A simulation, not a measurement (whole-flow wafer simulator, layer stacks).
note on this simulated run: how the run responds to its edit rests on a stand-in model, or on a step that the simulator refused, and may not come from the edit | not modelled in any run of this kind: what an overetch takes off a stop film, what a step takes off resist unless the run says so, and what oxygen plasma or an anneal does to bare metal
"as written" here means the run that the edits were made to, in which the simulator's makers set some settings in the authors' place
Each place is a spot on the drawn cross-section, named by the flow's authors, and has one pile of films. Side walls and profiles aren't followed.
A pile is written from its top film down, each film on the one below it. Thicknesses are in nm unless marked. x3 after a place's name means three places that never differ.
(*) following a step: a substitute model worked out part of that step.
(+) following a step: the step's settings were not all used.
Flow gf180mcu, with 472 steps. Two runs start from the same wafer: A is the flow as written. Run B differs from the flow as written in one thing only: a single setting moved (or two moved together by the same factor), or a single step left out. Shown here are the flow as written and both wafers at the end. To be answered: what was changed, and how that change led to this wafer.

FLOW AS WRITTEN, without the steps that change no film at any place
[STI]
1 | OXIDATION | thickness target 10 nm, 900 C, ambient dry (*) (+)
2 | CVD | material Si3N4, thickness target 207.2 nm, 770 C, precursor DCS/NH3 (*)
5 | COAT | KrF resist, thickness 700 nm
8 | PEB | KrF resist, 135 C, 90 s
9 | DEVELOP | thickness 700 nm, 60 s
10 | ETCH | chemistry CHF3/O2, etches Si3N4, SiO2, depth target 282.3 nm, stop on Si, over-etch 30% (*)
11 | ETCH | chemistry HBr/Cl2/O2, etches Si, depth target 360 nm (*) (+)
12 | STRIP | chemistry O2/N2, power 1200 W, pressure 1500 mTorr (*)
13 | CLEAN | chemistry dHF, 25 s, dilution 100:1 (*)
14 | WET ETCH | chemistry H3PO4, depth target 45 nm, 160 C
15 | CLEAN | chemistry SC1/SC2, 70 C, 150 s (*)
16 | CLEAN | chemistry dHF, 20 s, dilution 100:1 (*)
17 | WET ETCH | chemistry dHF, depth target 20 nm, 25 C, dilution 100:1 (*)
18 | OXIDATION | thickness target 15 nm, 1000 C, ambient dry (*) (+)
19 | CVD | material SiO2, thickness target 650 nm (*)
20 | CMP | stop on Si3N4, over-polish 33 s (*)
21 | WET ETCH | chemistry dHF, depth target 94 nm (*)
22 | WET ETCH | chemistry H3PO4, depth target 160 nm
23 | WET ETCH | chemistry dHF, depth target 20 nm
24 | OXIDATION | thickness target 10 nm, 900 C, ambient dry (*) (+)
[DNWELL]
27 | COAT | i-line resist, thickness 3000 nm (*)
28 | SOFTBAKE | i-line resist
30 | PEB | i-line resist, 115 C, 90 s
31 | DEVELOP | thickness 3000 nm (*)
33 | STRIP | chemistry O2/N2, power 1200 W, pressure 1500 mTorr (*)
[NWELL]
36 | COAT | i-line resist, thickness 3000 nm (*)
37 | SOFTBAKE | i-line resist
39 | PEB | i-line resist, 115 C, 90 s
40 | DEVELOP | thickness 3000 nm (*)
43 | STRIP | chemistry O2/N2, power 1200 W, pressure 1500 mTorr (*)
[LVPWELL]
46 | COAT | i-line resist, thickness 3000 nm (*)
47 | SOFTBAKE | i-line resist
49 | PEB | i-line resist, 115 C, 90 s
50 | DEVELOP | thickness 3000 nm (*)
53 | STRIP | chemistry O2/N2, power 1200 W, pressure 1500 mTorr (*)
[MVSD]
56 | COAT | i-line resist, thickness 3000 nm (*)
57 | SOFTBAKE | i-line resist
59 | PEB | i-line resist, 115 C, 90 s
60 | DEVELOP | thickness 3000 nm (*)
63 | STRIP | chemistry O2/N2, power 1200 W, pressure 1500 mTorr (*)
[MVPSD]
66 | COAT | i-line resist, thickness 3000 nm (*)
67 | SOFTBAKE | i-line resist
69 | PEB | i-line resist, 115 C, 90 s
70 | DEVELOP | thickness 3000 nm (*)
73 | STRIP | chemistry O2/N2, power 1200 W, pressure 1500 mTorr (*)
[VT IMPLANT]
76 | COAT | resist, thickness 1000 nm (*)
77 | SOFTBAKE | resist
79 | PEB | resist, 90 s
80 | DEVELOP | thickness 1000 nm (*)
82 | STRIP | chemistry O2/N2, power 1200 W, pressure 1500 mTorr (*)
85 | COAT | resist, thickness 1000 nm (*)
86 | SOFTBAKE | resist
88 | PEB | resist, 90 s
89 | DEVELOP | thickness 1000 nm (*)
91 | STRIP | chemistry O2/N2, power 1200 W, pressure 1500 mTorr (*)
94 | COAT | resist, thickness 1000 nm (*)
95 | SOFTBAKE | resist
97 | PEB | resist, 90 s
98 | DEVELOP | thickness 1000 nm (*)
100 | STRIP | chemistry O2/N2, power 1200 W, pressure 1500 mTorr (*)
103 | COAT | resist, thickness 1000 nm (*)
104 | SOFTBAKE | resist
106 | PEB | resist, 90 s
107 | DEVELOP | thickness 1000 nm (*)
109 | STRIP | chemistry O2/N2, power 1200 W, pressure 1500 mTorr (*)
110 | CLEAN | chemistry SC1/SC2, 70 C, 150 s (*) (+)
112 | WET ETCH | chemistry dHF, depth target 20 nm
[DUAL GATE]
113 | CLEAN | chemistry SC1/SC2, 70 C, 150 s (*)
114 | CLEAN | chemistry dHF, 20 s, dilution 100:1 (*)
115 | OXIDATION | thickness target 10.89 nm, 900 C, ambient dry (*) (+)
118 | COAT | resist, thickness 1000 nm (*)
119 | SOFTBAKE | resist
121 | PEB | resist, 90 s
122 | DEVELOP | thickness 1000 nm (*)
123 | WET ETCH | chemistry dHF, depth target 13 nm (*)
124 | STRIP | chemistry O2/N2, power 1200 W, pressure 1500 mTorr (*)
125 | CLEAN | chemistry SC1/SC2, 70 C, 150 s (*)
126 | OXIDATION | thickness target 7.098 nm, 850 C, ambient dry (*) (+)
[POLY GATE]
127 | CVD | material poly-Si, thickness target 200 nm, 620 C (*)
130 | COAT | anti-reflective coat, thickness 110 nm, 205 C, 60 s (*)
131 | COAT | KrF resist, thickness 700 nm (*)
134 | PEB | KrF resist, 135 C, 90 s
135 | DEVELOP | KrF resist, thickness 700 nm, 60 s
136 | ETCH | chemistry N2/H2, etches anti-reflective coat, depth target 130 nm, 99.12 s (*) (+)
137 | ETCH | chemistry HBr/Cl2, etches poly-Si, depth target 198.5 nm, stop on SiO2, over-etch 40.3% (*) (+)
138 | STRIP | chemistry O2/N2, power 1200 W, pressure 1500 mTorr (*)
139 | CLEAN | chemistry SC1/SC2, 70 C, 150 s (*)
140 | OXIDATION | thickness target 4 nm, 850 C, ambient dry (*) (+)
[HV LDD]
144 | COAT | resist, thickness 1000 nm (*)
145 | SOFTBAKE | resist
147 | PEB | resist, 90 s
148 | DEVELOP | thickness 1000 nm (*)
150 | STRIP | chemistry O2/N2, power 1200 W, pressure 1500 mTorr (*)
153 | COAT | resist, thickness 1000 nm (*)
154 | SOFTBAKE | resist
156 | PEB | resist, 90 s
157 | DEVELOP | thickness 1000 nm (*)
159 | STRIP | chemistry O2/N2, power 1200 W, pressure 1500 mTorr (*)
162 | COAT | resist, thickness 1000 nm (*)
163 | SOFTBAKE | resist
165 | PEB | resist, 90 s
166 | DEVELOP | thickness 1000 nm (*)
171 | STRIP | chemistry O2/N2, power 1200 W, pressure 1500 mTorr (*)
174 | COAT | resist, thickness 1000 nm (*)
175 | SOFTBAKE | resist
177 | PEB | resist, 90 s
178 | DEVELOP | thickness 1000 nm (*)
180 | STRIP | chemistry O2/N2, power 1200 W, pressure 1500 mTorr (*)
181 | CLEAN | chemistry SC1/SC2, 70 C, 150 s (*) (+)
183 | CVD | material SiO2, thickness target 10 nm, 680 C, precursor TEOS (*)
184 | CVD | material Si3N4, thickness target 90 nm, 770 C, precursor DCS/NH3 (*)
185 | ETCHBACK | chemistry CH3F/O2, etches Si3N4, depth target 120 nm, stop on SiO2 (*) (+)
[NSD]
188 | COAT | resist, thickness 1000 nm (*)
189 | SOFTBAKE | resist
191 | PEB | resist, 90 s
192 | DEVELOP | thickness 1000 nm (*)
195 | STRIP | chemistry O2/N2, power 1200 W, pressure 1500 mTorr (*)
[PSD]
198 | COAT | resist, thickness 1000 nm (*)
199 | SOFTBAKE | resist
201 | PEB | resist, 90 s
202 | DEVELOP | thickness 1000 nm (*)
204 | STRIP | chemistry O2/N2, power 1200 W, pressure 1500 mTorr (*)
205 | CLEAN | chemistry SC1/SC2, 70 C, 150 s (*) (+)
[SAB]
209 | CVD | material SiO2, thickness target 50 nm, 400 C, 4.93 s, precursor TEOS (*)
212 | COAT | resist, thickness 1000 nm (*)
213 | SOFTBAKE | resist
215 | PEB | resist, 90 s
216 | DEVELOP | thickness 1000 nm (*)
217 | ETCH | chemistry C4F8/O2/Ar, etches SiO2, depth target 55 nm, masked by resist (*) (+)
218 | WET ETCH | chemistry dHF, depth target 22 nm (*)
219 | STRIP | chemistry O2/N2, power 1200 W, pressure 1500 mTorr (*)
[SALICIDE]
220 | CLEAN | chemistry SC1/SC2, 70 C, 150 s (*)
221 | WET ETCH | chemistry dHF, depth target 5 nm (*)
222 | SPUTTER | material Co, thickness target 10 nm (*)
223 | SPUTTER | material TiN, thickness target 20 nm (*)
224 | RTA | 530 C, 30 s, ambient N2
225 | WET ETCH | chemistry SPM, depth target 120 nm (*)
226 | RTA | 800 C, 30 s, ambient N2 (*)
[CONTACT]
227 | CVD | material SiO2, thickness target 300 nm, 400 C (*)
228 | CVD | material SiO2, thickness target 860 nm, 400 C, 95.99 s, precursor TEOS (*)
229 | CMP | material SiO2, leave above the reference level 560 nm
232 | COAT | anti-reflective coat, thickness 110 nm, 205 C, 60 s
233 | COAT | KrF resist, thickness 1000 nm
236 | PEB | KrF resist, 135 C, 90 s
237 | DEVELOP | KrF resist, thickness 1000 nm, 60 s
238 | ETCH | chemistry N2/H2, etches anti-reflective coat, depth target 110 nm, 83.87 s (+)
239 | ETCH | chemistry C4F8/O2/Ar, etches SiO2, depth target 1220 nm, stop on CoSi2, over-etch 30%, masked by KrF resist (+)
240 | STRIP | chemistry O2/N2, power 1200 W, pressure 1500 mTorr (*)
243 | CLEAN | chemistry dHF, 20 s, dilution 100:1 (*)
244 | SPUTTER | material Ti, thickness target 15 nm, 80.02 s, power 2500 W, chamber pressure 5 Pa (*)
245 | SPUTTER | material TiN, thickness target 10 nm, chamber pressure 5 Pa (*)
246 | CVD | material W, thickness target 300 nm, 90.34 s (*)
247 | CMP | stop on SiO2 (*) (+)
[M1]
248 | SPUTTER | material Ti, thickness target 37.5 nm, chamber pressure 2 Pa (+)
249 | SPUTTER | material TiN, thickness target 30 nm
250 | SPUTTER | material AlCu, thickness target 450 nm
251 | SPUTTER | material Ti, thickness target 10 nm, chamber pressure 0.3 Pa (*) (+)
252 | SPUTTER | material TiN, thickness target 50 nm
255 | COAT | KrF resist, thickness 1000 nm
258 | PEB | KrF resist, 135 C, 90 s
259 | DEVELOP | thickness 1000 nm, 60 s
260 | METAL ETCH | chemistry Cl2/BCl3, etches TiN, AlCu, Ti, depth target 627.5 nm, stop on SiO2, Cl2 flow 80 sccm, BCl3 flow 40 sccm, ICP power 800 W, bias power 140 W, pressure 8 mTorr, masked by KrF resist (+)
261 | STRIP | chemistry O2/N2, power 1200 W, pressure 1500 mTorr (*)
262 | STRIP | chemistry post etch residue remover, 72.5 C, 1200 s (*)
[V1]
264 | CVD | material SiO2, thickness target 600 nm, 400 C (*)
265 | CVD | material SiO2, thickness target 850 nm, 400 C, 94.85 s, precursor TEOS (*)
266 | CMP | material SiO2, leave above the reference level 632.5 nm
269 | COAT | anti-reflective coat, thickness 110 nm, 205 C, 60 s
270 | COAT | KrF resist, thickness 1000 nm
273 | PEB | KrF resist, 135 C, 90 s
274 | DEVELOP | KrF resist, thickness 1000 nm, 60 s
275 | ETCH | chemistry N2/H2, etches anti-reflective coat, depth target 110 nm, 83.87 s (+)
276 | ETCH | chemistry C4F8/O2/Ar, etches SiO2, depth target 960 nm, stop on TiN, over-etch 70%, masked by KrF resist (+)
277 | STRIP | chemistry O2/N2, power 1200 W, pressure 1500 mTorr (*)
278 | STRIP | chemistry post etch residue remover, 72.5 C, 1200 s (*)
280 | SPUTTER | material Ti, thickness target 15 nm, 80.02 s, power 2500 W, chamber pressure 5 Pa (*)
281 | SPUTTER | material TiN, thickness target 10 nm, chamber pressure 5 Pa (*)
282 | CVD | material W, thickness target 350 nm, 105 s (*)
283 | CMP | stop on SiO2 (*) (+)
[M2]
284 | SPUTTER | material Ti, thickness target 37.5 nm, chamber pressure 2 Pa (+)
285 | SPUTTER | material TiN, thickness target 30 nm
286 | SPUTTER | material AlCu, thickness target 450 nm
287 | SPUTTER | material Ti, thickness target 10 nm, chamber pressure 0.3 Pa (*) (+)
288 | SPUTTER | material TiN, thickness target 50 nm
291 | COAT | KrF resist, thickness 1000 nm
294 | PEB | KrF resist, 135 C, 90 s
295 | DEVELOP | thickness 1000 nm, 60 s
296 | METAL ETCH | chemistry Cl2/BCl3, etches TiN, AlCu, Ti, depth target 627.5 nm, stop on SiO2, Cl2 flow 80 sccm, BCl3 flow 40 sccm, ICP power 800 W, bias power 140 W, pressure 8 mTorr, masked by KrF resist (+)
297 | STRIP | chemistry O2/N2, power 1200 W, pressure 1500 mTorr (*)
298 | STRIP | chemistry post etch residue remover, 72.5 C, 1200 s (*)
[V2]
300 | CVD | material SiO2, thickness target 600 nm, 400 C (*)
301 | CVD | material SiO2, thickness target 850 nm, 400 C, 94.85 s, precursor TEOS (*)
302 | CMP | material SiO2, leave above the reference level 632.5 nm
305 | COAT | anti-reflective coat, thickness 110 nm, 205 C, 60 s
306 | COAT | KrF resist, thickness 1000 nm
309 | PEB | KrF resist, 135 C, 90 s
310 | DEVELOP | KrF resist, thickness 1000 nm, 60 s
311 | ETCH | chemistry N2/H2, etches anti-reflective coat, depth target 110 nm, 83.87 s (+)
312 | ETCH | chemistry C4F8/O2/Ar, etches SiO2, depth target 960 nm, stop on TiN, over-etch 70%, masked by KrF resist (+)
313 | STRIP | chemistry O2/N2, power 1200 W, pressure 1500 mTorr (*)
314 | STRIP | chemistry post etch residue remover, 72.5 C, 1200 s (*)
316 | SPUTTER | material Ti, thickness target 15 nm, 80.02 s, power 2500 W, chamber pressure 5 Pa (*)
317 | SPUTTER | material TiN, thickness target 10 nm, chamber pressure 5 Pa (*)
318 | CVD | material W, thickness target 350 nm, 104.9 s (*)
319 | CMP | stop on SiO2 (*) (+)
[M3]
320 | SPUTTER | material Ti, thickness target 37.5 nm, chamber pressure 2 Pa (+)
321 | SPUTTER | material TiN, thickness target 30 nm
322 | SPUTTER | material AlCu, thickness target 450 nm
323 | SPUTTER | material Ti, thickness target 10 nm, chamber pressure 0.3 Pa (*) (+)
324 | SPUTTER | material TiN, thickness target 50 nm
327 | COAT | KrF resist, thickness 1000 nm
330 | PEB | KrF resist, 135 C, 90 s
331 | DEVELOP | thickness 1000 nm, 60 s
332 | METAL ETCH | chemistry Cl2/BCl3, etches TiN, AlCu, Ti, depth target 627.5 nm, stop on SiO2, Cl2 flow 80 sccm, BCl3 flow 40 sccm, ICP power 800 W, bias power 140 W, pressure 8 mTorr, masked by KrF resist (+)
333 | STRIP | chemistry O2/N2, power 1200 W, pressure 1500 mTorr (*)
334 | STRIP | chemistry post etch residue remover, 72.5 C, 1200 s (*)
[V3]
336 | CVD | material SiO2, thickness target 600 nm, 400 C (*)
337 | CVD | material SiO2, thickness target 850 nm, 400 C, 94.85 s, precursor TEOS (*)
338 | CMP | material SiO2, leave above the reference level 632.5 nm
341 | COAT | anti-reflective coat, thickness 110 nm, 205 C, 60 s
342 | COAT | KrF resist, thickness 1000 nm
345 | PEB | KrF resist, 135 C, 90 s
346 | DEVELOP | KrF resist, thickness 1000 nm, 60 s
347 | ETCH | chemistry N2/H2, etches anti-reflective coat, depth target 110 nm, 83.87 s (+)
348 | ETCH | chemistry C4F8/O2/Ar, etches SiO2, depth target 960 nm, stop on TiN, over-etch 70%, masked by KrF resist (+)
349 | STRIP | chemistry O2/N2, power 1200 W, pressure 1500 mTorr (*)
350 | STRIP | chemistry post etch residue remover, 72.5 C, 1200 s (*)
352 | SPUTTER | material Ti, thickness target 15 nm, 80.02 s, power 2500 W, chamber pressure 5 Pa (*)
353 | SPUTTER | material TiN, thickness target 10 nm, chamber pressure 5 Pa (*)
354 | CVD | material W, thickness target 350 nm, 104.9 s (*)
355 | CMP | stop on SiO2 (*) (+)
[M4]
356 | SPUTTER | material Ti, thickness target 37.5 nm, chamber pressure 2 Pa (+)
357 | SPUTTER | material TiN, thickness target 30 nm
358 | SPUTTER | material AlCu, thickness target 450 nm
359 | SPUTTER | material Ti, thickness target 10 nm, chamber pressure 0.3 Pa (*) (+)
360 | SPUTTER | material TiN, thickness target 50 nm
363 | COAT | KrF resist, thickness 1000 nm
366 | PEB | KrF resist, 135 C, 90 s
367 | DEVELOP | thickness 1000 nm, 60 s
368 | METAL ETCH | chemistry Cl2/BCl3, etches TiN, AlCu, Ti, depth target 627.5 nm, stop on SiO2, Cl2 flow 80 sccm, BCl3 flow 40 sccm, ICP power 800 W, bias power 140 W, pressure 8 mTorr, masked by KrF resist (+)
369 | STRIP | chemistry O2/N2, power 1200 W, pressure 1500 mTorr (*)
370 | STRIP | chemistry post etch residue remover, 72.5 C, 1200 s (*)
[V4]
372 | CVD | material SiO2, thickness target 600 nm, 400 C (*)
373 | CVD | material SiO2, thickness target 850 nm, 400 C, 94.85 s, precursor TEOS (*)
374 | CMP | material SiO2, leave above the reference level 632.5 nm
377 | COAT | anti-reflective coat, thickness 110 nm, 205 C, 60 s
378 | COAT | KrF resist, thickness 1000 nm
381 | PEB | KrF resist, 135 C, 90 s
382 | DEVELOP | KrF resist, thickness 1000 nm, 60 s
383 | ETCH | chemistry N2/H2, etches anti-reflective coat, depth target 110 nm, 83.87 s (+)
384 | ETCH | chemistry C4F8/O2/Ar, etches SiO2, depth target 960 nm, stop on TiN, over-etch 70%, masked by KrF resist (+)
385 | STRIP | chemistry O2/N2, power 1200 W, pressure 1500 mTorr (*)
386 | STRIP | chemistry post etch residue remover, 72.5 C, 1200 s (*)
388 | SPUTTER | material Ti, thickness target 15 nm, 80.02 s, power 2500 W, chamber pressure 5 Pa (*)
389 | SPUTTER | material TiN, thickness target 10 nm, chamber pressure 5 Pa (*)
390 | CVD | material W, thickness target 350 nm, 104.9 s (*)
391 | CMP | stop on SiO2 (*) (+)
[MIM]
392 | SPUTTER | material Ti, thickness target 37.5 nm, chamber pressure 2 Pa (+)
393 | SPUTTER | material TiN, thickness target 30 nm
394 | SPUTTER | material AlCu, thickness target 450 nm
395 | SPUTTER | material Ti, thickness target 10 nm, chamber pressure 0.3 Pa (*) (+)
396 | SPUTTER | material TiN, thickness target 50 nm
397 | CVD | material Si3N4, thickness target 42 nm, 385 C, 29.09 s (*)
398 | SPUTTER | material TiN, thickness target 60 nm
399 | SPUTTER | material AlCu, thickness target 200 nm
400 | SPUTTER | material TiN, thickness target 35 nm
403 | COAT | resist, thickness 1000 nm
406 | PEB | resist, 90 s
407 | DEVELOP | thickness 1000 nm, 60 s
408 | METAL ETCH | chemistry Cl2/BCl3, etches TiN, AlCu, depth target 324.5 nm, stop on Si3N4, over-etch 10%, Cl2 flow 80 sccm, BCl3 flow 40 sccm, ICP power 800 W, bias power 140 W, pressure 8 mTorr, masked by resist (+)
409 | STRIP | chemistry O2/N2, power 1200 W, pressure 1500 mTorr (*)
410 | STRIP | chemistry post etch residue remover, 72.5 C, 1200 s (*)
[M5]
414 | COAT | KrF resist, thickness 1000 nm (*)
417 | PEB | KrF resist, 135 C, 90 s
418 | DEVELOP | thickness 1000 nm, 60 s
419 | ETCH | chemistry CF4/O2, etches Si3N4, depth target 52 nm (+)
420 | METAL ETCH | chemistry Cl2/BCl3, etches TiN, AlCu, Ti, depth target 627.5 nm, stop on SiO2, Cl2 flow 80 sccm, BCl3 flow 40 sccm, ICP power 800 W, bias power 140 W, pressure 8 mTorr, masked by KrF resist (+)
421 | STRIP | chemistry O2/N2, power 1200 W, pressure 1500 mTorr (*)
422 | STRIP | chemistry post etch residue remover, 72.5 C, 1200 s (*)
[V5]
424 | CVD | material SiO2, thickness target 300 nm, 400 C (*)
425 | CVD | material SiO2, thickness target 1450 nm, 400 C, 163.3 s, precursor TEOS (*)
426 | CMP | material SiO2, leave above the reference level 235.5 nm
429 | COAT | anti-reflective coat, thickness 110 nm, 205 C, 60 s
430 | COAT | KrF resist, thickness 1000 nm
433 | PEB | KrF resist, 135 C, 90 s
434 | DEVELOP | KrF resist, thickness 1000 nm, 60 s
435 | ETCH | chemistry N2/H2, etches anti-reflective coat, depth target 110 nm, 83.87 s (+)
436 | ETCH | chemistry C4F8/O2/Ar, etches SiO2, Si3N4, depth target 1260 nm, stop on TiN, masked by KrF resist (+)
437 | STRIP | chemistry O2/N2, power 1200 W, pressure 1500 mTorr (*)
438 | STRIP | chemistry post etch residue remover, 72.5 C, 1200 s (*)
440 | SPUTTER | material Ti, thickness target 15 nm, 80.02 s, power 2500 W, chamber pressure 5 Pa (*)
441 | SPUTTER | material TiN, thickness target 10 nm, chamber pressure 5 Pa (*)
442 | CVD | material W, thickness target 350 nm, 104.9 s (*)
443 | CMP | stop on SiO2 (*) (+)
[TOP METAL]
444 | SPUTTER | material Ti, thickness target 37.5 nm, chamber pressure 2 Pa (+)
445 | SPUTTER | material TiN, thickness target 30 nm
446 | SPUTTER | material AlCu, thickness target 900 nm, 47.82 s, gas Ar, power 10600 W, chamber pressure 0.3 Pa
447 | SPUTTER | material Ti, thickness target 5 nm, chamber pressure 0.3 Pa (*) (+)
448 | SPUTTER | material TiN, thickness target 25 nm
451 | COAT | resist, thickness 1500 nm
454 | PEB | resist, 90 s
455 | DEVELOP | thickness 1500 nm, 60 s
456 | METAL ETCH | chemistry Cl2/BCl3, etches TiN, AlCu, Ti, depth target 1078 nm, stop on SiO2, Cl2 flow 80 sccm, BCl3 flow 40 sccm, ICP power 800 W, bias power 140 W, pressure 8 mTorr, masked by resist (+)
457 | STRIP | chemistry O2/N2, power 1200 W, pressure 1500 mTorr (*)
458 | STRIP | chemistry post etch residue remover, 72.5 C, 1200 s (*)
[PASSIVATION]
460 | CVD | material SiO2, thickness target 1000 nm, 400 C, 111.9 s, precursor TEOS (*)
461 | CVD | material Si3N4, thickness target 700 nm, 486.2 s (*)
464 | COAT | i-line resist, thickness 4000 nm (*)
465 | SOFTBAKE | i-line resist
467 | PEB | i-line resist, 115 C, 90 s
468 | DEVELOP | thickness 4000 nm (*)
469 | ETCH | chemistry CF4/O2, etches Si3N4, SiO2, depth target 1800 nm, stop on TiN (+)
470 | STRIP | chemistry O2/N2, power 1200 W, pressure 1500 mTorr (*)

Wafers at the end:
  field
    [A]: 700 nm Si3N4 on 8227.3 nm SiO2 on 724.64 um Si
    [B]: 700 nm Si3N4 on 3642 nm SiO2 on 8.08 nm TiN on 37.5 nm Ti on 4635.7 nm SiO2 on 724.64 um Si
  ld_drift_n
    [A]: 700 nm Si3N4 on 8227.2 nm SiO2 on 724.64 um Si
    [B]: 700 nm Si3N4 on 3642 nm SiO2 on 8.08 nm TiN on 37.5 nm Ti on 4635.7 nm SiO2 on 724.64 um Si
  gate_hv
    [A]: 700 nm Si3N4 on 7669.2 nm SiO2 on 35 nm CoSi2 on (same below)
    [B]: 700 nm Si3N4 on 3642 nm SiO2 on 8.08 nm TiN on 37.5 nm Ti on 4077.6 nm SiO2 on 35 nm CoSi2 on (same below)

What caused this: step 357, SPUTTER: thickness target 36 nm was run, while the flow as written has thickness target 30 nm; step 358, SPUTTER: thickness target 540 nm was run, where the flow has thickness target 450 nm.

How this came from the change, step by step:
  357 | SPUTTER | material TiN, thickness target 30 nm
      field, field__w1, field__w2 and 108 more: A TiN gains 30 (new film) | B TiN gains 36 (new film)
  358 | SPUTTER | material AlCu, thickness target 450 nm
      field, field__w1, field__w2 and 108 more: A AlCu gains 450 (new film) | B AlCu gains 540 (new film)
  368 | METAL ETCH | chemistry Cl2/BCl3, etches TiN, AlCu, Ti, depth target 627.5 nm, stop on SiO2, Cl2 flow 80 sccm, BCl3 flow 40 sccm, ICP power 800 W, bias power 140 W, pressure 8 mTorr, masked by KrF resist (+)
      field, field__w1, field__w2 and 103 more: A TiN loses 50 (all of it), Ti loses 10 (all of it), AlCu loses 450 (all of it), TiN loses 30 (all of it), Ti loses 37.5 (all of it) | B TiN loses 50 (all of it), Ti loses 10 (all of it), AlCu loses 540 (all of it), TiN loses 27.5
  372 | CVD | material SiO2, thickness target 600 nm, 400 C (*)
      field, field__w1, field__w2 and 103 more: A SiO2 gains 600 | B SiO2 gains 600 (new film)
  374 | CMP | material SiO2, leave above the reference level 632.5 nm
      field, field__w1, field__w2 and 103 more: A SiO2 loses 300 | B SiO2 loses 249.6
With metal films that touch counted as one body, field has 1 body; the flow as written gives 0 bodies.
With metal films that touch counted as one body, ld_drift_n has 1 body; the flow as written gives 0 bodies.
With metal films that touch counted as one body, gate_hv has 2 bodies (between them, from the top down: SiO2 4077.6); the flow as written gives 1 body.
